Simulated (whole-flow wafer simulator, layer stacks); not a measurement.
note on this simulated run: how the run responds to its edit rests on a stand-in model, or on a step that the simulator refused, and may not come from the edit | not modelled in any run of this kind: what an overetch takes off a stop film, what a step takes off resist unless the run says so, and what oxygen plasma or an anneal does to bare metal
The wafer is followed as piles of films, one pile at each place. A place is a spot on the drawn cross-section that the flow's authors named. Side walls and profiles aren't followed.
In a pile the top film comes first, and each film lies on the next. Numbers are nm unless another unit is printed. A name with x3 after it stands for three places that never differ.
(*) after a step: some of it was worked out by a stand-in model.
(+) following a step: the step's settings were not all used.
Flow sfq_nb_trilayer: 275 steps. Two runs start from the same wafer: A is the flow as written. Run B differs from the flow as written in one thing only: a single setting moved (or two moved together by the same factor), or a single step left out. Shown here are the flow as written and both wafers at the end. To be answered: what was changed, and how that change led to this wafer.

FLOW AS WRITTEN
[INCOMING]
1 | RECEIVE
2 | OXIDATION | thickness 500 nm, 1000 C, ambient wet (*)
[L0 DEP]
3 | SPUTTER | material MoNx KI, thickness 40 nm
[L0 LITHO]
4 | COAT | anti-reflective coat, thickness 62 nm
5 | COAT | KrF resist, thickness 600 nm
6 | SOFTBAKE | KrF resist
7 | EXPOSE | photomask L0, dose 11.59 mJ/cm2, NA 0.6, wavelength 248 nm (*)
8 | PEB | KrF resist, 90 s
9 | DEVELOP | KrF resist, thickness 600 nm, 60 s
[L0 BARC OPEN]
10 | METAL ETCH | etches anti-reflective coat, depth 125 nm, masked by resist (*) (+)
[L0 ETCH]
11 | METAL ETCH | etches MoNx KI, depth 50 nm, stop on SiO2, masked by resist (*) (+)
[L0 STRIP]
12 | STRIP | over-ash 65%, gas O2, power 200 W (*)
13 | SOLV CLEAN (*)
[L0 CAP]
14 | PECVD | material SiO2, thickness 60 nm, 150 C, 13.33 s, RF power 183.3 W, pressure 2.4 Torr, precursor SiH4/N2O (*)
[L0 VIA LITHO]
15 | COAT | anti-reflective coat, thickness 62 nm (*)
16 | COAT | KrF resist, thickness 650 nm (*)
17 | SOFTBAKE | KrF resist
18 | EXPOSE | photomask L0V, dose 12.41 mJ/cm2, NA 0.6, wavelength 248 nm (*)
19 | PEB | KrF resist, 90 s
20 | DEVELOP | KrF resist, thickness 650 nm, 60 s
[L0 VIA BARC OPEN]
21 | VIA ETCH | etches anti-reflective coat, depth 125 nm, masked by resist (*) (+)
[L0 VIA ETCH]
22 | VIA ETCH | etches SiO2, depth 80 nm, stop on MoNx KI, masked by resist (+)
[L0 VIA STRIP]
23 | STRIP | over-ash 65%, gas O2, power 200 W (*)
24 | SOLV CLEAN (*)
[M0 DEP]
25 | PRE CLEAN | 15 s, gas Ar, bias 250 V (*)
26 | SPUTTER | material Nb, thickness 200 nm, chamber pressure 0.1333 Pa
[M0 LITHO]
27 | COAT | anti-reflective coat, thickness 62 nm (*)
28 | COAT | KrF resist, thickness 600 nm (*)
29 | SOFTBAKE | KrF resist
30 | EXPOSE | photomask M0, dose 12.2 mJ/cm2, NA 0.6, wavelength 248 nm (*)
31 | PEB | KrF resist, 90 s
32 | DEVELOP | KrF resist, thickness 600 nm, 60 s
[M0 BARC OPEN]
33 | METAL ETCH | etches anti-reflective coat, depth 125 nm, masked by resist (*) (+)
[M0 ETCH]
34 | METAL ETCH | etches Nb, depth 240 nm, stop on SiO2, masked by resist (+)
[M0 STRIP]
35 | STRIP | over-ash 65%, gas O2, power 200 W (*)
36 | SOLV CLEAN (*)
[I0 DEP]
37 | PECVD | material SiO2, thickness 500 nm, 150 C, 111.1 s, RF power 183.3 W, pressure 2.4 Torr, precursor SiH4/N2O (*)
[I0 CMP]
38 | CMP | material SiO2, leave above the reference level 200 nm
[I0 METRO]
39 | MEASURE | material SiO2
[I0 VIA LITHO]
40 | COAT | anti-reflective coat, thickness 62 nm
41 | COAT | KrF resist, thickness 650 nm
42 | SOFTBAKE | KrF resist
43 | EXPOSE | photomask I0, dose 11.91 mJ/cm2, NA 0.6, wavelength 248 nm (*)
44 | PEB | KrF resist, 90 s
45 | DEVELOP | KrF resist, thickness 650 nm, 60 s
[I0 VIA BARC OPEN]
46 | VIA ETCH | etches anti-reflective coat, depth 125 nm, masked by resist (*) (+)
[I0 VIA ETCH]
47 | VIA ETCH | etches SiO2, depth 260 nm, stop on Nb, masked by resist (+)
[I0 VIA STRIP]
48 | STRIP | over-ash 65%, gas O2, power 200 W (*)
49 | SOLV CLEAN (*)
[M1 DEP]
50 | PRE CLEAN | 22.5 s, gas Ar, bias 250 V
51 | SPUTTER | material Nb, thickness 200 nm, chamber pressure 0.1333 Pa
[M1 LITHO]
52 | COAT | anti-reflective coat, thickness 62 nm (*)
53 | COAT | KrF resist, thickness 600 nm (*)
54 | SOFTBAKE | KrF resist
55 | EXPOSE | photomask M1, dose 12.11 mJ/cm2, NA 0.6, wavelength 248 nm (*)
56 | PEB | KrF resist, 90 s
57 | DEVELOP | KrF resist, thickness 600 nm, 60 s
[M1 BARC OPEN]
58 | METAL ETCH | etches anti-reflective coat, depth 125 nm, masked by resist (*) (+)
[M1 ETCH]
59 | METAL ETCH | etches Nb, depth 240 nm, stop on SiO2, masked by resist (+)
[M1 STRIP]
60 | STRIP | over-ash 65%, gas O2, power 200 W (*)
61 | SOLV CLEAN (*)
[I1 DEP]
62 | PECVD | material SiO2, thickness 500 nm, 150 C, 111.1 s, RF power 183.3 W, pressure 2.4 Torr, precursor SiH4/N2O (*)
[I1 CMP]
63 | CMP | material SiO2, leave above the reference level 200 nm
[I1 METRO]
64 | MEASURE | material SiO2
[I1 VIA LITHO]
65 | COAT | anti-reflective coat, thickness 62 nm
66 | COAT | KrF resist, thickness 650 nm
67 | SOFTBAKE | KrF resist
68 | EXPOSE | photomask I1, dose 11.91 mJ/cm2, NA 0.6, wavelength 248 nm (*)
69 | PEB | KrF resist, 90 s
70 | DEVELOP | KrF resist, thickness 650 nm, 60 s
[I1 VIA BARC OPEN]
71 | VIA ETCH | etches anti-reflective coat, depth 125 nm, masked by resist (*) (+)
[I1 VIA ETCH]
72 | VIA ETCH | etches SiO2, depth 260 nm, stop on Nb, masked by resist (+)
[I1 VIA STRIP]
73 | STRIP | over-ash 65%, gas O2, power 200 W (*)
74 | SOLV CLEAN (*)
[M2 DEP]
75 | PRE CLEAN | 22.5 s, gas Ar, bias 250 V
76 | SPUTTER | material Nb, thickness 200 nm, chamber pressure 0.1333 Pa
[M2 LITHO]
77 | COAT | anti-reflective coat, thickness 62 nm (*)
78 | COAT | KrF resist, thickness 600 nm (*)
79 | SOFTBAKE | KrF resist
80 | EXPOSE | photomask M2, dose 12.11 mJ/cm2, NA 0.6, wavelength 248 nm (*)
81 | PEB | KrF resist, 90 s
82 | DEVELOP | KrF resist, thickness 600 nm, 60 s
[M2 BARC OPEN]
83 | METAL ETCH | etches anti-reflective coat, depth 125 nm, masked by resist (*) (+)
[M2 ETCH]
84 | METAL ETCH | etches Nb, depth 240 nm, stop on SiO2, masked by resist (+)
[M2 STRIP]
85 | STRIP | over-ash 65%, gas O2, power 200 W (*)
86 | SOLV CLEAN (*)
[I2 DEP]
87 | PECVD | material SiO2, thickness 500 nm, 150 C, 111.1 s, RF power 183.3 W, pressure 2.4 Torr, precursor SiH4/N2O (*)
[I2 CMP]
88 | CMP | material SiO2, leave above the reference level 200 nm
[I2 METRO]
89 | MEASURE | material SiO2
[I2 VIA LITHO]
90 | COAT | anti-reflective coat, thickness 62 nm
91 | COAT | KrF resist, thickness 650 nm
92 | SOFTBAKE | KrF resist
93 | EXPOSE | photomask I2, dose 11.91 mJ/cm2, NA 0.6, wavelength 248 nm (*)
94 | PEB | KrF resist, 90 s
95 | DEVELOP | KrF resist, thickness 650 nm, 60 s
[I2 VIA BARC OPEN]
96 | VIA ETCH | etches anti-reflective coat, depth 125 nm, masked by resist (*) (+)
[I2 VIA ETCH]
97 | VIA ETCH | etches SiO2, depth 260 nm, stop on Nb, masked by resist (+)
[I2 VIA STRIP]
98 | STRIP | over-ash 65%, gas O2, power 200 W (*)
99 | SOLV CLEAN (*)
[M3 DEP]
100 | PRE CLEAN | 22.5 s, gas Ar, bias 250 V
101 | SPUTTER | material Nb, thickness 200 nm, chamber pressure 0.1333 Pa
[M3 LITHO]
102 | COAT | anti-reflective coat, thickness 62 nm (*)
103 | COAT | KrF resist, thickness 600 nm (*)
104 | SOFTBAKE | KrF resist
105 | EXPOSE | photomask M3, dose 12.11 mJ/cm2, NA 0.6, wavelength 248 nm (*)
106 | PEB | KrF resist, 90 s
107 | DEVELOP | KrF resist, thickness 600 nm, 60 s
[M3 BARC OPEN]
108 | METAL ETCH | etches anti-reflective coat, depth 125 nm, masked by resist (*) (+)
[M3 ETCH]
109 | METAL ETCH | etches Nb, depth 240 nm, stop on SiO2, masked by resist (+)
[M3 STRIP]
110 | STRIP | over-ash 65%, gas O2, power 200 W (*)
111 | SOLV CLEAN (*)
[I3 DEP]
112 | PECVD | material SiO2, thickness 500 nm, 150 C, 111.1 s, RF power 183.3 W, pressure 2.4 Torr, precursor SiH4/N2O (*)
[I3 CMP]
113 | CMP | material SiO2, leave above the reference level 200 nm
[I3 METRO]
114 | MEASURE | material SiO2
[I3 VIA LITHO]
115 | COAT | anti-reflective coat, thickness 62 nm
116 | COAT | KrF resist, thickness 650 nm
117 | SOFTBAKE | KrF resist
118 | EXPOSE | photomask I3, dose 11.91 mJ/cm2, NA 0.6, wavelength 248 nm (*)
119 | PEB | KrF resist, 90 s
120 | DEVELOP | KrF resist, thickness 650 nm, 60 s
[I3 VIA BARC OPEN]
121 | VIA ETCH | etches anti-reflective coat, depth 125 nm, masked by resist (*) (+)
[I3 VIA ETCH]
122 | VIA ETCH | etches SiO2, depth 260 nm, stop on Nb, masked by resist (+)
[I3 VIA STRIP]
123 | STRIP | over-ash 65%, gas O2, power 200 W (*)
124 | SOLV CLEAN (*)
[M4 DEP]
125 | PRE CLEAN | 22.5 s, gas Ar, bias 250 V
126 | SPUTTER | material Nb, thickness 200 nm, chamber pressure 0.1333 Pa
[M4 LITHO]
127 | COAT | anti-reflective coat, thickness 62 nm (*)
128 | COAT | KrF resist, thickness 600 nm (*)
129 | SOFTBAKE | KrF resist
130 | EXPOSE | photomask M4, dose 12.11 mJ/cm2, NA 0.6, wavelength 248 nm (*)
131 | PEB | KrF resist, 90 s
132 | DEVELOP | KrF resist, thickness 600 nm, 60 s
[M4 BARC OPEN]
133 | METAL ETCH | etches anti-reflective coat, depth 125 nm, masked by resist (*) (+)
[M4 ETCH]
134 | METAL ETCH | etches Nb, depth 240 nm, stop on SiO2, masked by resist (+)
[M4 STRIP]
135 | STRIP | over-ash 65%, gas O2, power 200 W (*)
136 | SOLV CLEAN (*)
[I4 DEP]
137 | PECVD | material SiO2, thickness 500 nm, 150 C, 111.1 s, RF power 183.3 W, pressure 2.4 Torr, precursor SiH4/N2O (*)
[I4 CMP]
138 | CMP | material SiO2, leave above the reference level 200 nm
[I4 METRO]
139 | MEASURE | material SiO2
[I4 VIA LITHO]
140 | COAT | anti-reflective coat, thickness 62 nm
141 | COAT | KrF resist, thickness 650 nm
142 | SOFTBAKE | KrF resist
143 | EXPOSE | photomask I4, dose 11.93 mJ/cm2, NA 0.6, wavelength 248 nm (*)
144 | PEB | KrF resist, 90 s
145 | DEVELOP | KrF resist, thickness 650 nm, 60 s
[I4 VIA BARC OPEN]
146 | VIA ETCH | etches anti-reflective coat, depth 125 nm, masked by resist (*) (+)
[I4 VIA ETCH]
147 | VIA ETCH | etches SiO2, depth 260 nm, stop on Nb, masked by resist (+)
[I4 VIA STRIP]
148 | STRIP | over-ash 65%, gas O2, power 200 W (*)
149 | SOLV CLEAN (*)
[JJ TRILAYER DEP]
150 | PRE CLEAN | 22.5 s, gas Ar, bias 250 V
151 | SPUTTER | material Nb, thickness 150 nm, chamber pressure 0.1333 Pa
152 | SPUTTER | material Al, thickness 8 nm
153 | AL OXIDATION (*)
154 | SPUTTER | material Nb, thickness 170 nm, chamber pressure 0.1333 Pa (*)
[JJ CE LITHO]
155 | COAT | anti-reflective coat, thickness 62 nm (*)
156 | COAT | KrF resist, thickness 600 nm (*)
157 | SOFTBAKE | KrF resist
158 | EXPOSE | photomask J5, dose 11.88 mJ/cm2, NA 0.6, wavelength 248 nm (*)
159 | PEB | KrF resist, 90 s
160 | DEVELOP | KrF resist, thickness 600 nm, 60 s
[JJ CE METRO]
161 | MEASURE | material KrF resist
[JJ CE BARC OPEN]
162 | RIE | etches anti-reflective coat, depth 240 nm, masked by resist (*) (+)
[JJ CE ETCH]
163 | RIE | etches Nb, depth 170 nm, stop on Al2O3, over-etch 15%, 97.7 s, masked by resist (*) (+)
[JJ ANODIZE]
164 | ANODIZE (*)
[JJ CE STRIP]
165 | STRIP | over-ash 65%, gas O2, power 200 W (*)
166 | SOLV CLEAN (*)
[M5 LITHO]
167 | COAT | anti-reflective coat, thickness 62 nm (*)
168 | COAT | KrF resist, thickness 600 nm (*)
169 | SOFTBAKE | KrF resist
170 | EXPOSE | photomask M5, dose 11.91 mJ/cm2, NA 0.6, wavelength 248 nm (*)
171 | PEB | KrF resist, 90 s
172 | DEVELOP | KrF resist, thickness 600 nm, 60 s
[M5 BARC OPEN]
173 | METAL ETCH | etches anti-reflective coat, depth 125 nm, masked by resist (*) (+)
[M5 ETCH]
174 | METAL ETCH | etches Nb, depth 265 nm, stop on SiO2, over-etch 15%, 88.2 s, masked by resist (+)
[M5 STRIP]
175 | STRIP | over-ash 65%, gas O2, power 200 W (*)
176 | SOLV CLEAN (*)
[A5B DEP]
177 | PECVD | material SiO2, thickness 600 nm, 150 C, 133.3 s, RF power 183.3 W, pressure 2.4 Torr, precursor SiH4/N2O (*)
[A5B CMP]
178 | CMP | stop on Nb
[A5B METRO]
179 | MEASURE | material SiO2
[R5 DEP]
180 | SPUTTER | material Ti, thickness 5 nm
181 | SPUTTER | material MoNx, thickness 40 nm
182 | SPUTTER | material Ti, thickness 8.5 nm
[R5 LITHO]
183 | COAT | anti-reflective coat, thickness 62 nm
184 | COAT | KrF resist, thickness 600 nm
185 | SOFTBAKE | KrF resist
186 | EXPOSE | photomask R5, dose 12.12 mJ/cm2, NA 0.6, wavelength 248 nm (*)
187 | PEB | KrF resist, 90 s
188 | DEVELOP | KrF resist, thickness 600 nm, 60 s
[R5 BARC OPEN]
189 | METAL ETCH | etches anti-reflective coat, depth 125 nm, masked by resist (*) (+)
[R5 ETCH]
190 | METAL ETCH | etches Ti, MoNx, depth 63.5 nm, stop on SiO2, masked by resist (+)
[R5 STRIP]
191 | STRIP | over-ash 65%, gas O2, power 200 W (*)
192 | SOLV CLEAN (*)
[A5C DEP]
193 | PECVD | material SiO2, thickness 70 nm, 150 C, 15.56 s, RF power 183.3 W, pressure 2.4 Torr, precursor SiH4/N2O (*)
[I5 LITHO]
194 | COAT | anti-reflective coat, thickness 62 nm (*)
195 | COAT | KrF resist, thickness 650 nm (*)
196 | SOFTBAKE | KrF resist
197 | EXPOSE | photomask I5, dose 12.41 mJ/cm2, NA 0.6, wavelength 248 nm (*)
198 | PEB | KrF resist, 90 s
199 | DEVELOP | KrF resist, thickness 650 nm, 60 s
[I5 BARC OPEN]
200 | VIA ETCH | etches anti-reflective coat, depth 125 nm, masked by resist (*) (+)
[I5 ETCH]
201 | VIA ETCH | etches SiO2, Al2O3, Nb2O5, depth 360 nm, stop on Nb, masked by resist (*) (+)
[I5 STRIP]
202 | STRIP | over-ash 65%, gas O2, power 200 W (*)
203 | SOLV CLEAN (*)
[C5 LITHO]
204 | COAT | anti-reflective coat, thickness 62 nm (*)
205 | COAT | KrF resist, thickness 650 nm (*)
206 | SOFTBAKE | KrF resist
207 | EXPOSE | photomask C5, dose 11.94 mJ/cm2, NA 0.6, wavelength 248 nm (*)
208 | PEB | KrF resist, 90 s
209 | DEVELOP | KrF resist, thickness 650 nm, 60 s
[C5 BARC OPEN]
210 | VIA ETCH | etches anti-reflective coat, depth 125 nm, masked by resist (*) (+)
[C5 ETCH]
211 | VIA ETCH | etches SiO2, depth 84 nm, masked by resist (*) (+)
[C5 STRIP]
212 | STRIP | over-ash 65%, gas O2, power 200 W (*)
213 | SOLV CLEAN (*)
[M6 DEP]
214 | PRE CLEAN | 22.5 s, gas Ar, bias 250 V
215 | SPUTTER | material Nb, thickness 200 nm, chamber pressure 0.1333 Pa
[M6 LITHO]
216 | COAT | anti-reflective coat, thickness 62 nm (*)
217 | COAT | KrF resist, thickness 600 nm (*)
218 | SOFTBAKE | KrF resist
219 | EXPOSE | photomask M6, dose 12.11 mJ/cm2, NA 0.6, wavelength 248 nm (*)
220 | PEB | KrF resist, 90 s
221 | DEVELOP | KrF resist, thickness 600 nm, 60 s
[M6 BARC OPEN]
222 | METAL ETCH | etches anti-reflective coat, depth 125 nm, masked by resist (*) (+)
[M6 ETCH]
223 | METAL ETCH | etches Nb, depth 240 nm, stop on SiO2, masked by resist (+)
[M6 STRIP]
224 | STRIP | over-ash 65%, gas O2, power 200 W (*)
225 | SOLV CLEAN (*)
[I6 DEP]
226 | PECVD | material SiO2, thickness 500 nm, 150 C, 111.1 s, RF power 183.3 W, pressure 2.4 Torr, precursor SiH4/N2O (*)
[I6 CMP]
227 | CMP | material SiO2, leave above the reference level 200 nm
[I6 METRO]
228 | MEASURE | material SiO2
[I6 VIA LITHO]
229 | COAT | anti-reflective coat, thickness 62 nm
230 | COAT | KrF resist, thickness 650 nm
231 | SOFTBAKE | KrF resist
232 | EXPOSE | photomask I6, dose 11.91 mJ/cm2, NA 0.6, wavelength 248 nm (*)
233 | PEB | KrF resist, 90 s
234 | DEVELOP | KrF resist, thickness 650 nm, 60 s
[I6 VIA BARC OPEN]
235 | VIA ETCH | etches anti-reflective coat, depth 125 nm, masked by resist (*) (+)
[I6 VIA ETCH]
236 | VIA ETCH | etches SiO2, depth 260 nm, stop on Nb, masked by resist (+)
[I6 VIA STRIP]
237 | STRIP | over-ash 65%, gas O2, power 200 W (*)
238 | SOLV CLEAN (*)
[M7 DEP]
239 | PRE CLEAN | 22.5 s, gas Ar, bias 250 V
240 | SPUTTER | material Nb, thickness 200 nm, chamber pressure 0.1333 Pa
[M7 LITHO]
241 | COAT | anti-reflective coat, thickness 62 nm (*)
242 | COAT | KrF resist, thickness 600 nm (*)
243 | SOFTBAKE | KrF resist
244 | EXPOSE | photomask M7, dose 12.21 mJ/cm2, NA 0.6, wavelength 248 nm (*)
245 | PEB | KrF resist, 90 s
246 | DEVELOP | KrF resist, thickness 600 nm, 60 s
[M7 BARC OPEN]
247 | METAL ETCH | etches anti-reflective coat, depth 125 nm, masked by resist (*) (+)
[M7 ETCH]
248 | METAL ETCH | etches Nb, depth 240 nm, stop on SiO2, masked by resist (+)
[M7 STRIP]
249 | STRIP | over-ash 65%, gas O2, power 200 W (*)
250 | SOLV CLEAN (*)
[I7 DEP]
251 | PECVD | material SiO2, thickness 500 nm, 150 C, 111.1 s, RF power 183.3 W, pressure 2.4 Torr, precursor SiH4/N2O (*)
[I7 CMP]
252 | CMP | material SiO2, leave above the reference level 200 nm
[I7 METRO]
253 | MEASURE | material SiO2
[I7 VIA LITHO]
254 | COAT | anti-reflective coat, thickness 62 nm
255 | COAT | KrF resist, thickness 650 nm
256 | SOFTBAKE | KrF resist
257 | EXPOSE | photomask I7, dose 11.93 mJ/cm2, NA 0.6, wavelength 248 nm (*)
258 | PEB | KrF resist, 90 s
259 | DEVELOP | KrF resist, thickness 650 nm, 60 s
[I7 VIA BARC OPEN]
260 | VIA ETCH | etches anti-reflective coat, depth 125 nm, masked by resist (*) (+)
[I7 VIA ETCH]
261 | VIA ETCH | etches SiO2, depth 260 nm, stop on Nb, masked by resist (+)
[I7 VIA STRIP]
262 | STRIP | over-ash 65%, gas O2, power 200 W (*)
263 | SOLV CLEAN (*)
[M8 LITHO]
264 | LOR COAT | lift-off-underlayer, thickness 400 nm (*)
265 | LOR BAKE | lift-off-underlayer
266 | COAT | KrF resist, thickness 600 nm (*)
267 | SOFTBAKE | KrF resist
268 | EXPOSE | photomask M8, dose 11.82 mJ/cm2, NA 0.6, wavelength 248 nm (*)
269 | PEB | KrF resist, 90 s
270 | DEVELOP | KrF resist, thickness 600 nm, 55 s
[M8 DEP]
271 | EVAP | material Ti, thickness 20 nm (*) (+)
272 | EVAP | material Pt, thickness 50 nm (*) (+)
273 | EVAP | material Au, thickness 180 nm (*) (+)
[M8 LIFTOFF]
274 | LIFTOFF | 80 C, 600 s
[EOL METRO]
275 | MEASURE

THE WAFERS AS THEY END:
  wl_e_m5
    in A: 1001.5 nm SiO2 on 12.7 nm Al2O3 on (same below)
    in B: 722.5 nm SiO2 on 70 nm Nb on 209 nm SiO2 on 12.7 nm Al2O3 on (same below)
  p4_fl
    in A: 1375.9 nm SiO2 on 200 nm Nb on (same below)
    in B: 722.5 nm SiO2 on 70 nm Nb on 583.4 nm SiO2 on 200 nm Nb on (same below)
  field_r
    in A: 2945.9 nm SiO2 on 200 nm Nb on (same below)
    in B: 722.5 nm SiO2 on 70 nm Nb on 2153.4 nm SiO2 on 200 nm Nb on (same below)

Cause: step 223, METAL ETCH: depth 130 nm was run, while the flow as written has depth 240 nm.

The path from the change to this, step by step:
  223 | METAL ETCH | etches Nb, depth 240 nm, stop on SiO2, masked by resist (+)
      field_l, gap, moat and 76 more: A -200 Nb (all of it) | B -130 Nb
      v_sur, via_wl, via_w and 24 more: A -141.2 KrF resist | B -76.5 KrF resist
  224 | STRIP | over-ash 65%, gas O2, power 200 W (*)
      wl_j_sl, wl_j_sr: A -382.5 KrF resist (all of it), -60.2 anti-reflective coat (all of it) | B -447.2 KrF resist (all of it), -60.2 anti-reflective coat (all of it)
      wl_c_m6, wl_f_m6: A -382.3 KrF resist (all of it), -62 anti-reflective coat (all of it) | B -447 KrF resist (all of it), -62 anti-reflective coat (all of it)
      (also at 23 further places)
  226 | PECVD | material SiO2, thickness 500 nm, 150 C, 111.1 s, RF power 183.3 W, pressure 2.4 Torr, precursor SiH4/N2O (*)
      field_l, p4_fl, p4_fm and 62 more: A +500 SiO2 | B +500 SiO2 (new film)
      moat, field_r, lsp_l, ln_m5, lsp_m: A +493.6 SiO2 | B +500 SiO2 (new film)
      (also at 9 further places)
  227 | CMP | material SiO2, leave above the reference level 200 nm
      field_l, p4_fl, p4_fm and 59 more: A -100 SiO2 | B -170 SiO2
      moat, field_r, lsp_l, ln_m5, lsp_m: A -93.6 SiO2 | B -170 SiO2
      (also at 12 further places)
With metal films that touch counted as one body, wl_e_m5 has 7 bodies (between them, from the top down: SiO2 209 / Al2O3 12.7 / Nb2O5 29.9; SiO2 192.5; SiO2 192.5; SiO2 192.5; SiO2 192.5; SiO2 192.5); the flow as written gives 6 bodies (between them, from the top down: SiO2 192.5; SiO2 192.5; SiO2 192.5; SiO2 192.5; SiO2 192.5).
With metal films that touch counted as one body, p4_fl has 3 bodies (between them, from the top down: SiO2 583.4; SiO2 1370); the flow as written gives 2 bodies (between them, from the top down: SiO2 1370).
With metal films that touch counted as one body, field_r has 2 bodies (between them, from the top down: SiO2 2153.4); the flow as written gives 1 body.
